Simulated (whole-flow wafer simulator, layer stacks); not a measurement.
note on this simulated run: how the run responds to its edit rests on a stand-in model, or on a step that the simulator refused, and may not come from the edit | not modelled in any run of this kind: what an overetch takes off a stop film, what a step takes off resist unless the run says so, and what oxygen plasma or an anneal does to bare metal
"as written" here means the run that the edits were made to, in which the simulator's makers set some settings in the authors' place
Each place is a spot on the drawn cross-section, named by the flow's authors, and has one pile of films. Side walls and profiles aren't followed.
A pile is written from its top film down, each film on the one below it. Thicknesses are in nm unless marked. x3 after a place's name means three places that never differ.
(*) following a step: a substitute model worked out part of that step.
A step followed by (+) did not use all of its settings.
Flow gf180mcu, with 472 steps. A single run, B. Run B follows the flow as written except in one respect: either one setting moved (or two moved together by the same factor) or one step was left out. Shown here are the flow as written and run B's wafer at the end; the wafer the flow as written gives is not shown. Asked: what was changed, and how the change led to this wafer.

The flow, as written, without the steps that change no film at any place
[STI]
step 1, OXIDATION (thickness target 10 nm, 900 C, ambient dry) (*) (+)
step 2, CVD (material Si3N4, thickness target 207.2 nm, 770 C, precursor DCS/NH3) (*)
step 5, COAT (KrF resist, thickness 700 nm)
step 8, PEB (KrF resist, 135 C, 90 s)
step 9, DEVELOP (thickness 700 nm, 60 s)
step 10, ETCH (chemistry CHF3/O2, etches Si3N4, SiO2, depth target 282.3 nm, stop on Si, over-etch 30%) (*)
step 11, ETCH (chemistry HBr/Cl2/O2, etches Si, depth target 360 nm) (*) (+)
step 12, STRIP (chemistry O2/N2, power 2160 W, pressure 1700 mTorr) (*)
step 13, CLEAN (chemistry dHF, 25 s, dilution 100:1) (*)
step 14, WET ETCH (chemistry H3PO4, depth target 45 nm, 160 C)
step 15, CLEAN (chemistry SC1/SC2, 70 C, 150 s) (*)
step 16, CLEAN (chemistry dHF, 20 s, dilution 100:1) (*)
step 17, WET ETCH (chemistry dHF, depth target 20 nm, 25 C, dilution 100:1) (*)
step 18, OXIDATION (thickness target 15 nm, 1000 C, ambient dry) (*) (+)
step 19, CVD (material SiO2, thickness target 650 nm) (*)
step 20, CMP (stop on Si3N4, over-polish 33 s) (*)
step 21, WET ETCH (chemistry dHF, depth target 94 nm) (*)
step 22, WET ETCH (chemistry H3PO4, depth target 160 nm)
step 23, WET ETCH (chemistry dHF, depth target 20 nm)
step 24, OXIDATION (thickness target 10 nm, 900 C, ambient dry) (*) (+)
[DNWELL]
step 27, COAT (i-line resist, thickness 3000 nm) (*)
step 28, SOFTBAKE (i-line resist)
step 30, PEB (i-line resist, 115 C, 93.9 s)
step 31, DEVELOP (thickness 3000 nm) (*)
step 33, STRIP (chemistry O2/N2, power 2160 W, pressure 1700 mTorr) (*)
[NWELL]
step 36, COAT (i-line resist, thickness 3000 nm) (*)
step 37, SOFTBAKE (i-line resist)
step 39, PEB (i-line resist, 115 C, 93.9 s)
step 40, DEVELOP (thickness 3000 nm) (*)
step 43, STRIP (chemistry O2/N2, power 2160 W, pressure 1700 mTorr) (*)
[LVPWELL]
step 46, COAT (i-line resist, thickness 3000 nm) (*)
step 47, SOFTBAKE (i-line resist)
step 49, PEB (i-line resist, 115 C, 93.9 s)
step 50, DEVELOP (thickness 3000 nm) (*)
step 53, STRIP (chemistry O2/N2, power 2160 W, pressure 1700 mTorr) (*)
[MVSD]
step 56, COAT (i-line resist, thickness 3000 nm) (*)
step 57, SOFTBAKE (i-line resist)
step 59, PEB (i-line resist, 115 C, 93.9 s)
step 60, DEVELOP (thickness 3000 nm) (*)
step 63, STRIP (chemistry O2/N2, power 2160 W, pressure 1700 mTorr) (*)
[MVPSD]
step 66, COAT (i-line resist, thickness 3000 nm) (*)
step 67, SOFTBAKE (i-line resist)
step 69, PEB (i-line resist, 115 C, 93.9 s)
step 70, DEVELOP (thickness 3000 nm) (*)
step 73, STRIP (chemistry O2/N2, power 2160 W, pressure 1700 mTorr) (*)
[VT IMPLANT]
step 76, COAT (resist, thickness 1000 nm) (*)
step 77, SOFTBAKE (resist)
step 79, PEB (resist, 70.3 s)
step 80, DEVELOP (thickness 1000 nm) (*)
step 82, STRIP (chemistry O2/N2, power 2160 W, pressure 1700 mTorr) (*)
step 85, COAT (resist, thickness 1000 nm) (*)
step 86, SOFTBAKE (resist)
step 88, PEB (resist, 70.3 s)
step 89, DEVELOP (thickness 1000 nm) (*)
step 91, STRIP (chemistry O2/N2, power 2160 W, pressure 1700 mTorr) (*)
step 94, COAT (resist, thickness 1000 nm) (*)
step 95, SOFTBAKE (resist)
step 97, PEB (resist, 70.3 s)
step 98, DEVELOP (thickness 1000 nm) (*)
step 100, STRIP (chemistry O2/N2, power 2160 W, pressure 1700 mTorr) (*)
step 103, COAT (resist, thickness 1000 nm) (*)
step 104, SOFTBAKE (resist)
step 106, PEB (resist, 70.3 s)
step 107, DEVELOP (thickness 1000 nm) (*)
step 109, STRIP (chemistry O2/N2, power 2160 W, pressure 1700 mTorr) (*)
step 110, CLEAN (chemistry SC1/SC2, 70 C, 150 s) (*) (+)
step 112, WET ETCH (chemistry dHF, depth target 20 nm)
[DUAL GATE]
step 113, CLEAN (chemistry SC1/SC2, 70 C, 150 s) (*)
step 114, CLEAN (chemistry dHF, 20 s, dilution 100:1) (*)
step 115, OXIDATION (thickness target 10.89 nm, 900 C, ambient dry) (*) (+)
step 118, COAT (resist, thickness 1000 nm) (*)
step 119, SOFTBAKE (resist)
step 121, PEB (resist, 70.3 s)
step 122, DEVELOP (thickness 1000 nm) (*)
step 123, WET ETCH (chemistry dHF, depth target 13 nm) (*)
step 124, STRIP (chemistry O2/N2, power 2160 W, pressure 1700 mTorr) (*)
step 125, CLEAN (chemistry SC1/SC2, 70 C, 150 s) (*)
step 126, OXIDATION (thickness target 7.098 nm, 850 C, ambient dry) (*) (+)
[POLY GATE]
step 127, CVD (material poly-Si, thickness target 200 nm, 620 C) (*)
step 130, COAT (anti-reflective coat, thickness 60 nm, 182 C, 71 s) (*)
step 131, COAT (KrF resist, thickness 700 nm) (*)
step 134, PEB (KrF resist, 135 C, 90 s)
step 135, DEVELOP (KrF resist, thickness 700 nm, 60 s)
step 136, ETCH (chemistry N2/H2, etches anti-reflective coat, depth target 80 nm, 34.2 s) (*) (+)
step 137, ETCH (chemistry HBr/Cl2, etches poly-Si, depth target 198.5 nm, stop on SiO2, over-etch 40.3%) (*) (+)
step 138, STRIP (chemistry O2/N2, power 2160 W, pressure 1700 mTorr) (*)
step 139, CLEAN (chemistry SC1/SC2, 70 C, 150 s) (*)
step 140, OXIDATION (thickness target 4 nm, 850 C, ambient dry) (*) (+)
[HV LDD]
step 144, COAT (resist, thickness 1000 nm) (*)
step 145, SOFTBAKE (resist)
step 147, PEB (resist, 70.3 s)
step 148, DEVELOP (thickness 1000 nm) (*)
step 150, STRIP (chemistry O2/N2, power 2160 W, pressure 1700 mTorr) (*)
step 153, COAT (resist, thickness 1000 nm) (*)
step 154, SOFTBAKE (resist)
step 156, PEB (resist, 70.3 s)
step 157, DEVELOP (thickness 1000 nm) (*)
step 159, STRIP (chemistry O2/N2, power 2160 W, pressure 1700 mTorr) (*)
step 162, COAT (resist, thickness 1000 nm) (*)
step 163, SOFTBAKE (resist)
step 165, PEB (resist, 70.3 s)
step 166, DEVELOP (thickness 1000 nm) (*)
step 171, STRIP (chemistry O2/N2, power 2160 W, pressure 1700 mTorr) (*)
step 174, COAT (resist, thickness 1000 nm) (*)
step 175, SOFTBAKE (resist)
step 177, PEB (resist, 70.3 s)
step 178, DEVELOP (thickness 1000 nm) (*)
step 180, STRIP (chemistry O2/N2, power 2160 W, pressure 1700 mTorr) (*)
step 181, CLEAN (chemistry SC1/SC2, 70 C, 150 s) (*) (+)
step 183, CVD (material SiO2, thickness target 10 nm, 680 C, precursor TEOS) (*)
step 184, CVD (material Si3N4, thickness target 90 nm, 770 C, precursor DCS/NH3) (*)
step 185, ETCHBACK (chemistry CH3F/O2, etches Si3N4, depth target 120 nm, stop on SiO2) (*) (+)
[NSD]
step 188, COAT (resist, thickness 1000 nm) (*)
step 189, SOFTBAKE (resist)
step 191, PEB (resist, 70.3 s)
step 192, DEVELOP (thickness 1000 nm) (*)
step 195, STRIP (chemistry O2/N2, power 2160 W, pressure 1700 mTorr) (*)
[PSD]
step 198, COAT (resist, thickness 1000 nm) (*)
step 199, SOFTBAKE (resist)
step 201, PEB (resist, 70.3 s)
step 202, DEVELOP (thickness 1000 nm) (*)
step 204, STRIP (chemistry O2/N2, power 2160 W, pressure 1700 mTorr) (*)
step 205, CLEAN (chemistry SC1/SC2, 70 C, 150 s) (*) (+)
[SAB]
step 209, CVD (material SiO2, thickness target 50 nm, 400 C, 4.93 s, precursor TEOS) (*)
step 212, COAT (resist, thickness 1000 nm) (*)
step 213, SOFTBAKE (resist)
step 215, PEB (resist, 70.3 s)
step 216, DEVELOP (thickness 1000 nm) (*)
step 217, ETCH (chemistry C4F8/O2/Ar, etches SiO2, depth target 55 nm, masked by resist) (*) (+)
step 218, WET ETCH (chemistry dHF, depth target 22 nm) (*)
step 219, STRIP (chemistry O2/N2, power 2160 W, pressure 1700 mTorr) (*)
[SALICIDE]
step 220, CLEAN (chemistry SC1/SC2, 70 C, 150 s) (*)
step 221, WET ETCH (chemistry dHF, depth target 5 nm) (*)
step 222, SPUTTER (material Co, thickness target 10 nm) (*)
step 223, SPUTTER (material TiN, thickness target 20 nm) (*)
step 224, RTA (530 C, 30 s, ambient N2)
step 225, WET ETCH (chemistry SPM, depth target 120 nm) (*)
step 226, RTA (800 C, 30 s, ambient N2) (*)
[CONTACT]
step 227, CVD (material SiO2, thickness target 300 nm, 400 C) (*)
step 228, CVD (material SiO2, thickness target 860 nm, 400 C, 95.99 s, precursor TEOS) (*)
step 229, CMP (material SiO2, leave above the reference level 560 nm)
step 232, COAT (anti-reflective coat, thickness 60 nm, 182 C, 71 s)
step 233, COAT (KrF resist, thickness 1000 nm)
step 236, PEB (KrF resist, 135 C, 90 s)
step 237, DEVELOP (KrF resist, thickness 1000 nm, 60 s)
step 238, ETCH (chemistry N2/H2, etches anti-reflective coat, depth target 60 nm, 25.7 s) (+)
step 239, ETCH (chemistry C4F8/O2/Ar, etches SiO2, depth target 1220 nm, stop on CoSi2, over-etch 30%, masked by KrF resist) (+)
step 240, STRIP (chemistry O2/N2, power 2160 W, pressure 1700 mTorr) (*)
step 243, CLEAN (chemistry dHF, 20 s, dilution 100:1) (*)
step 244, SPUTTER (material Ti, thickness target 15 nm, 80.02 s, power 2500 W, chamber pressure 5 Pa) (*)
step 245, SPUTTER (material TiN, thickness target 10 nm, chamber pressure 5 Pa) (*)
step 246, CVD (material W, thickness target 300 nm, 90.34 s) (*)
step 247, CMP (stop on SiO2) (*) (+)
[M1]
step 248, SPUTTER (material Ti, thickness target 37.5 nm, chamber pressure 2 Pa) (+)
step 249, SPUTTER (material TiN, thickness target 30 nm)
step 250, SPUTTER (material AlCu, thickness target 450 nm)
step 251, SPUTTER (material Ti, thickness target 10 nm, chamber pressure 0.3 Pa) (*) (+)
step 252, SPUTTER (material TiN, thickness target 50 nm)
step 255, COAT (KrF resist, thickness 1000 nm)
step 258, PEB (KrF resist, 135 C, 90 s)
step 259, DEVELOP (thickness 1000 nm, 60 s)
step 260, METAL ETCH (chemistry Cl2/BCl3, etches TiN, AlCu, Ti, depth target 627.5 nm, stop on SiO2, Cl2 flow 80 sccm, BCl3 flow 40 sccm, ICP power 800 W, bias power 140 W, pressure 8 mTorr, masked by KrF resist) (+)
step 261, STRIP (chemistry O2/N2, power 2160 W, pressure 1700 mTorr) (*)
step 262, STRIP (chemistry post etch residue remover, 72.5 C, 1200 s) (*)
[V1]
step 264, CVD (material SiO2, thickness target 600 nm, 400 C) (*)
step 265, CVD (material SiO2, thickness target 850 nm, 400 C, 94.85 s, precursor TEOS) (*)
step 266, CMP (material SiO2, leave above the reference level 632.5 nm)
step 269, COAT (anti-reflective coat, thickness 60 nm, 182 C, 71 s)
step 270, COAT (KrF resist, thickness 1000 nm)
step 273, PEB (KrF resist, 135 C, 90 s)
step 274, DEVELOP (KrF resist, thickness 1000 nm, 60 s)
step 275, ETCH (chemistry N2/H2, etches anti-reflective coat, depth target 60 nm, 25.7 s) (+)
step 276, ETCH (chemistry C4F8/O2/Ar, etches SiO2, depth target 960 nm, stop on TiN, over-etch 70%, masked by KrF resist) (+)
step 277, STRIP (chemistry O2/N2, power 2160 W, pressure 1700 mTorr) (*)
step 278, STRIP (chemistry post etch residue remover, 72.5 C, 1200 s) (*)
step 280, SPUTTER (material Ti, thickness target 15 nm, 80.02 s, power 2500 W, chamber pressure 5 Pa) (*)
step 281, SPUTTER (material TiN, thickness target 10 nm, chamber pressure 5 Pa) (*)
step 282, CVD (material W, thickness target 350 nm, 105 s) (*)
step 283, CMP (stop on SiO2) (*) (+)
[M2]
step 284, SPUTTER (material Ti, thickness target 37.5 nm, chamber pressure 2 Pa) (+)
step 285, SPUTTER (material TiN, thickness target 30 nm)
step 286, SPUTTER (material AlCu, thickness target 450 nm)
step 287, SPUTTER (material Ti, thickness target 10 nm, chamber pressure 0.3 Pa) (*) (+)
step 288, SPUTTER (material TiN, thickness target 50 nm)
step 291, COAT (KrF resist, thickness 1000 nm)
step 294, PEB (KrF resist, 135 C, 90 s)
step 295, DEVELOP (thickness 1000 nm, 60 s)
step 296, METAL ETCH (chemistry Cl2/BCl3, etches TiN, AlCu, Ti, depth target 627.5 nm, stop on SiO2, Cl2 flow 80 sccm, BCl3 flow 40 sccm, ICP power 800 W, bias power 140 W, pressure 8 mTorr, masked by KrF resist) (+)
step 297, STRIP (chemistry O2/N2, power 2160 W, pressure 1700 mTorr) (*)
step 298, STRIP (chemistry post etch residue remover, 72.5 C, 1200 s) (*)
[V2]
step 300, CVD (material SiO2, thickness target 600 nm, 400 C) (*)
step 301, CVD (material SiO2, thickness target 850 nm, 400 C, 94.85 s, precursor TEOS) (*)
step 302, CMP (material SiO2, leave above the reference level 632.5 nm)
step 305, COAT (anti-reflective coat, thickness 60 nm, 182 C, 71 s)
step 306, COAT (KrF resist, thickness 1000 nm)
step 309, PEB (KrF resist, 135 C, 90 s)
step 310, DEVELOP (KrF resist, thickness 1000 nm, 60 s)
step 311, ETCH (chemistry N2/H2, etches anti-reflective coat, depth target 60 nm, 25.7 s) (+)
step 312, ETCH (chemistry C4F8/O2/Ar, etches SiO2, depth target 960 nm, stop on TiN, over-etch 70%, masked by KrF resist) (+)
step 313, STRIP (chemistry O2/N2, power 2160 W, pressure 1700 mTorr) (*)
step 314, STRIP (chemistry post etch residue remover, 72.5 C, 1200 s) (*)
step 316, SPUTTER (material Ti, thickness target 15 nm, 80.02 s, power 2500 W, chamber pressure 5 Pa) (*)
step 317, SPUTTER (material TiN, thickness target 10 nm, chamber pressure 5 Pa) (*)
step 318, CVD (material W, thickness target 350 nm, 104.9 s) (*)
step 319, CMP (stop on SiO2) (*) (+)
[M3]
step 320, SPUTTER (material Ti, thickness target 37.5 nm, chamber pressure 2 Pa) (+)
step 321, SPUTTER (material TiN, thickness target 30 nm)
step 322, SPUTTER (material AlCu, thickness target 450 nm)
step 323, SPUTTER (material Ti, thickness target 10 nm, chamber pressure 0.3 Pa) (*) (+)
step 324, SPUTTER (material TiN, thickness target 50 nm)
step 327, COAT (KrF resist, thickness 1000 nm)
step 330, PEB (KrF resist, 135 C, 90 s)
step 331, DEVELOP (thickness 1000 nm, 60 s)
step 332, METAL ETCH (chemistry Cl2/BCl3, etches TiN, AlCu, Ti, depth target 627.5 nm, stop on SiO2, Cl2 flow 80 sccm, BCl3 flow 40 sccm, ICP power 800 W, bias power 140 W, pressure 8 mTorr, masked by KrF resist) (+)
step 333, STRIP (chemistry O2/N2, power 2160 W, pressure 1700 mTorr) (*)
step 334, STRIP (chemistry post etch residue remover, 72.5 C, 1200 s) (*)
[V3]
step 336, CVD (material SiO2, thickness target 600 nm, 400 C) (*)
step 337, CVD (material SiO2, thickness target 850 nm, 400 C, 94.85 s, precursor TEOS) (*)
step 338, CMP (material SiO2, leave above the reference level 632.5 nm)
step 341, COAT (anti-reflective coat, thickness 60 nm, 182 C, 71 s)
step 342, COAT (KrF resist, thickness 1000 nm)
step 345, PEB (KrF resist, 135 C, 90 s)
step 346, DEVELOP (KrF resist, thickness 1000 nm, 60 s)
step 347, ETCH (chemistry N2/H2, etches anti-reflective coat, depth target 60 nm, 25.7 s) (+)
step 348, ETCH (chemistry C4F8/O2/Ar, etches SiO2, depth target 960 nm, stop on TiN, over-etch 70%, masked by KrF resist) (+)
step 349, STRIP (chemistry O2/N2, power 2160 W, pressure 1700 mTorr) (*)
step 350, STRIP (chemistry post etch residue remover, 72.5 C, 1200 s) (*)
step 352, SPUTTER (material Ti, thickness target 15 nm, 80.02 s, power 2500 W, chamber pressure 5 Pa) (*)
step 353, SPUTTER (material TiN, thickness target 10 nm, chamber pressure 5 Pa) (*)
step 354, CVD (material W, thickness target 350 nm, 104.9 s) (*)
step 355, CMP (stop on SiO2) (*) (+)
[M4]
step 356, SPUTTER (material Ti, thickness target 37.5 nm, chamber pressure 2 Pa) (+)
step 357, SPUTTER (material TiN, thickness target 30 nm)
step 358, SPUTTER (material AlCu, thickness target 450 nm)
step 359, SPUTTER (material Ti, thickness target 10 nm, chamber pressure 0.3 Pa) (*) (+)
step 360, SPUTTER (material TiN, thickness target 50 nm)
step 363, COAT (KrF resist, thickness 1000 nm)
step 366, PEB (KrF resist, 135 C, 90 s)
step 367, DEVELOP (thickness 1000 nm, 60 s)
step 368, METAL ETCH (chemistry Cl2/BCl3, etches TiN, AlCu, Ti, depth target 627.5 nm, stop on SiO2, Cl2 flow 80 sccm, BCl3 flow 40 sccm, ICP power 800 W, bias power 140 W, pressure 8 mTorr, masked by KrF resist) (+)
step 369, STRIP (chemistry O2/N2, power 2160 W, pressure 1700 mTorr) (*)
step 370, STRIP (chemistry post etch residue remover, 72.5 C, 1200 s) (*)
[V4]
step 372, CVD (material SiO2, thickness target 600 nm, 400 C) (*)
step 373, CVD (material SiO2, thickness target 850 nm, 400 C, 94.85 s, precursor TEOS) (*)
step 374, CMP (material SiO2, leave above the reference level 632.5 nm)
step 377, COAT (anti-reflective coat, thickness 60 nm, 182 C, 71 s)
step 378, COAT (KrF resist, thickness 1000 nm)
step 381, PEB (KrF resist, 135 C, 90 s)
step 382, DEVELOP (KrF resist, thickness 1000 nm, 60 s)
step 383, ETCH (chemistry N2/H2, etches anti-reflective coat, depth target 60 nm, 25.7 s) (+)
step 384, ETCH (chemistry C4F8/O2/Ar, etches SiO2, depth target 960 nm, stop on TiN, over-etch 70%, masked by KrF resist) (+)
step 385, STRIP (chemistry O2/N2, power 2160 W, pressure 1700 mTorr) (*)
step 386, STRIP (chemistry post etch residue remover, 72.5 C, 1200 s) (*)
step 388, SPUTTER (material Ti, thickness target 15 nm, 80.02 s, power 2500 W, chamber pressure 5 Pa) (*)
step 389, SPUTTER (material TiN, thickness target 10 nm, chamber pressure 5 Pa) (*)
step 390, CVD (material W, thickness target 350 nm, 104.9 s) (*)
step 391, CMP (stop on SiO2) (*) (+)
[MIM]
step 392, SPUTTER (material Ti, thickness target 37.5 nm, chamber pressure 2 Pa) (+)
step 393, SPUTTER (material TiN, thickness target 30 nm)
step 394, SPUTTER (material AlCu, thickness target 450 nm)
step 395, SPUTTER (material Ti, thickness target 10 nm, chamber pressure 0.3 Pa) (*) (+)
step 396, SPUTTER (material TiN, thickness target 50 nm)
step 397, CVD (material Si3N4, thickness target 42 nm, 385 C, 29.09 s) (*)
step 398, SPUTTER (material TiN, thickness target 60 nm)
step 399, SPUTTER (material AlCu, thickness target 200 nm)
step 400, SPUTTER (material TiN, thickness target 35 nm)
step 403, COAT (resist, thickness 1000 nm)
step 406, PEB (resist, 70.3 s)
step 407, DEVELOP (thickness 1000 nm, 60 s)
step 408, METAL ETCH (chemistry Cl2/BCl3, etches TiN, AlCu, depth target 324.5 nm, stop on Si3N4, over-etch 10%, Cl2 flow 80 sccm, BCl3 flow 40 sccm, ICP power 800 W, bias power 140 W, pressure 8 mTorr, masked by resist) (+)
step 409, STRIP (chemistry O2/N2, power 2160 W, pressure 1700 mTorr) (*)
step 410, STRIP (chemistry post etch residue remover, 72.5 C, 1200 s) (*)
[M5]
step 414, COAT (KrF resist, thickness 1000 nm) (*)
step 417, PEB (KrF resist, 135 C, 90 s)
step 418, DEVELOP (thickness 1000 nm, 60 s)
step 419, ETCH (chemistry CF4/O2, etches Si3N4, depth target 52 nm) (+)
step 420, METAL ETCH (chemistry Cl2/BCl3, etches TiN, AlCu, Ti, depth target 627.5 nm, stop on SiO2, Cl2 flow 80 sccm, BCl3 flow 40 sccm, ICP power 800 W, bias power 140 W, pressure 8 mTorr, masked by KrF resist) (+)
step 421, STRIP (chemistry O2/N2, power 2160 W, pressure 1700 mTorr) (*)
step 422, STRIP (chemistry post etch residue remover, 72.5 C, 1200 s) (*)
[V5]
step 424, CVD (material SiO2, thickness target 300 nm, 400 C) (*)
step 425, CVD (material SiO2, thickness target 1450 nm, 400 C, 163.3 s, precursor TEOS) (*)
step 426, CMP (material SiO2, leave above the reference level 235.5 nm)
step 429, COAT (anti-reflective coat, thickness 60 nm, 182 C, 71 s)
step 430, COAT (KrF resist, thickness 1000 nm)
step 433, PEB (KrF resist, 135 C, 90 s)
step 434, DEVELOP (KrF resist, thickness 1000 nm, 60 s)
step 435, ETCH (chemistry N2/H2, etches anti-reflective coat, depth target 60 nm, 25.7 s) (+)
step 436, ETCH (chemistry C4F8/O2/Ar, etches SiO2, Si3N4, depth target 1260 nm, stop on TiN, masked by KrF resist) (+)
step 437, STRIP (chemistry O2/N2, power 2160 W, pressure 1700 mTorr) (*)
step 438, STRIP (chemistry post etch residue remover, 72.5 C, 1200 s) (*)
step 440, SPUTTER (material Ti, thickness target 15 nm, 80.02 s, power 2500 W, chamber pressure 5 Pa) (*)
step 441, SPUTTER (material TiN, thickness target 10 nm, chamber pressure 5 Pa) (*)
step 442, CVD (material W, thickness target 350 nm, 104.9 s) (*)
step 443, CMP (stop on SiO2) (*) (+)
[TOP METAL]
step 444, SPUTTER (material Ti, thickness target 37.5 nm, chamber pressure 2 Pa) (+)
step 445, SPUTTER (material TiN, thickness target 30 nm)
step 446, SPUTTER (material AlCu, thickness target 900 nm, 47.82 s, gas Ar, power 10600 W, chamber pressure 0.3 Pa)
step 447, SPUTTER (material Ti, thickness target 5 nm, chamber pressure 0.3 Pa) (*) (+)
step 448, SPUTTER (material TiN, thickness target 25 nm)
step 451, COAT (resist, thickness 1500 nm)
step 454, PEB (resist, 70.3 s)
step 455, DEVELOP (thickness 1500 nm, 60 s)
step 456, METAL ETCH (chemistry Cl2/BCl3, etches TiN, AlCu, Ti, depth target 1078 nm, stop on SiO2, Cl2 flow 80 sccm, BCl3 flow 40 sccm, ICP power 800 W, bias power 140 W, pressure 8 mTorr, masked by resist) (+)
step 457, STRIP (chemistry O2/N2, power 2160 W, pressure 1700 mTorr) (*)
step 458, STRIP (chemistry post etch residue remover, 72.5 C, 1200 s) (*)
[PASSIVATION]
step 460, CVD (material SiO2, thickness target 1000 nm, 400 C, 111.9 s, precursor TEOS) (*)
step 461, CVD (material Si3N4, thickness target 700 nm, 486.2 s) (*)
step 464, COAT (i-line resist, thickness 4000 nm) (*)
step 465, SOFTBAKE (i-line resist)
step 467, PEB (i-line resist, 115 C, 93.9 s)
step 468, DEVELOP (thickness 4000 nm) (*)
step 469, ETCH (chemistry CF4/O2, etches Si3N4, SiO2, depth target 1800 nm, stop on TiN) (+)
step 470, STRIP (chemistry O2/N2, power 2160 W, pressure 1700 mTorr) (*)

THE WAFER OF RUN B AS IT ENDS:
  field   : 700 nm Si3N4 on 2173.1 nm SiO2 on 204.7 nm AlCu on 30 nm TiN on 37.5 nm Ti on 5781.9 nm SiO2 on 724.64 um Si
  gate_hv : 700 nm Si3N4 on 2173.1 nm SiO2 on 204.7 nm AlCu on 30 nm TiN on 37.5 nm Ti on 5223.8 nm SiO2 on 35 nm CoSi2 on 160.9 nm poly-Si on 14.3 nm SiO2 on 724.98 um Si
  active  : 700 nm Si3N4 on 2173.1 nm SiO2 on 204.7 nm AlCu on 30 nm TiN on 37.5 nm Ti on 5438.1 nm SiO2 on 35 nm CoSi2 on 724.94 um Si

Cause: step 420, METAL ETCH: depth target 298.1 nm was run, though the flow has depth target 627.5 nm.

The path from the change to this, step by step:
  step 420, METAL ETCH (chemistry Cl2/BCl3, etches TiN, AlCu, Ti, depth target 627.5 nm, stop on SiO2, Cl2 flow 80 sccm, BCl3 flow 40 sccm, ICP power 800 W, bias power 140 W, pressure 8 mTorr, masked by KrF resist) (+)
      field, field__w1, field__w2 and 101 more: -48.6 TiN (all of it), -10 Ti (all of it), -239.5 AlCu (it would be, as written: -48.6 TiN (all of it), -10 Ti (all of it), -450 AlCu (all of it), -30 TiN (all of it), -37.5 Ti (all of it))
      field__w4, field__w8, contact, m1, m1__w1, mim, mim_1p0, m1_nw: -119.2 KrF resist (it would be, as written: -251 KrF resist)
  step 421, STRIP (chemistry O2/N2, power 2160 W, pressure 1700 mTorr) (*)
      field__w8, m1__w1: -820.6 KrF resist (all of it) (it would be, as written: -688.9 KrF resist (all of it))
      contact, m1: -821.1 KrF resist (all of it) (it would be, as written: -689.3 KrF resist (all of it))
      (and at 4 other places as well)
  step 422, STRIP (chemistry post etch residue remover, 72.5 C, 1200 s) (*)
      field, field__w1, field__w2 and 101 more: -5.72 AlCu (it would be, as written: nothing)
  step 424, CVD (material SiO2, thickness target 300 nm, 400 C) (*)
      field, field__w1, field__w2 and 101 more: +300 SiO2 (new film) (it would be, as written: +300 SiO2)
  step 426, CMP (material SiO2, leave above the reference level 235.5 nm)
      field, field__w1, field__w5 and 92 more: -573.1 SiO2 (it would be, as written: -300.8 SiO2)
      field__w2, field__w3, field__w12 and 6 more: -557.3 SiO2 (it would be, as written: -272.7 SiO2)
Taking metal films that touch as one body, field has 1 body; the flow as written gives 0 bodies.
Taking metal films that touch as one body, gate_hv has 2 bodies (between them, from the top down: SiO2 5223.8); the flow as written gives 1 body.
Taking metal films that touch as one body, active has 2 bodies (between them, from the top down: SiO2 5438.1); the flow as written gives 1 body.
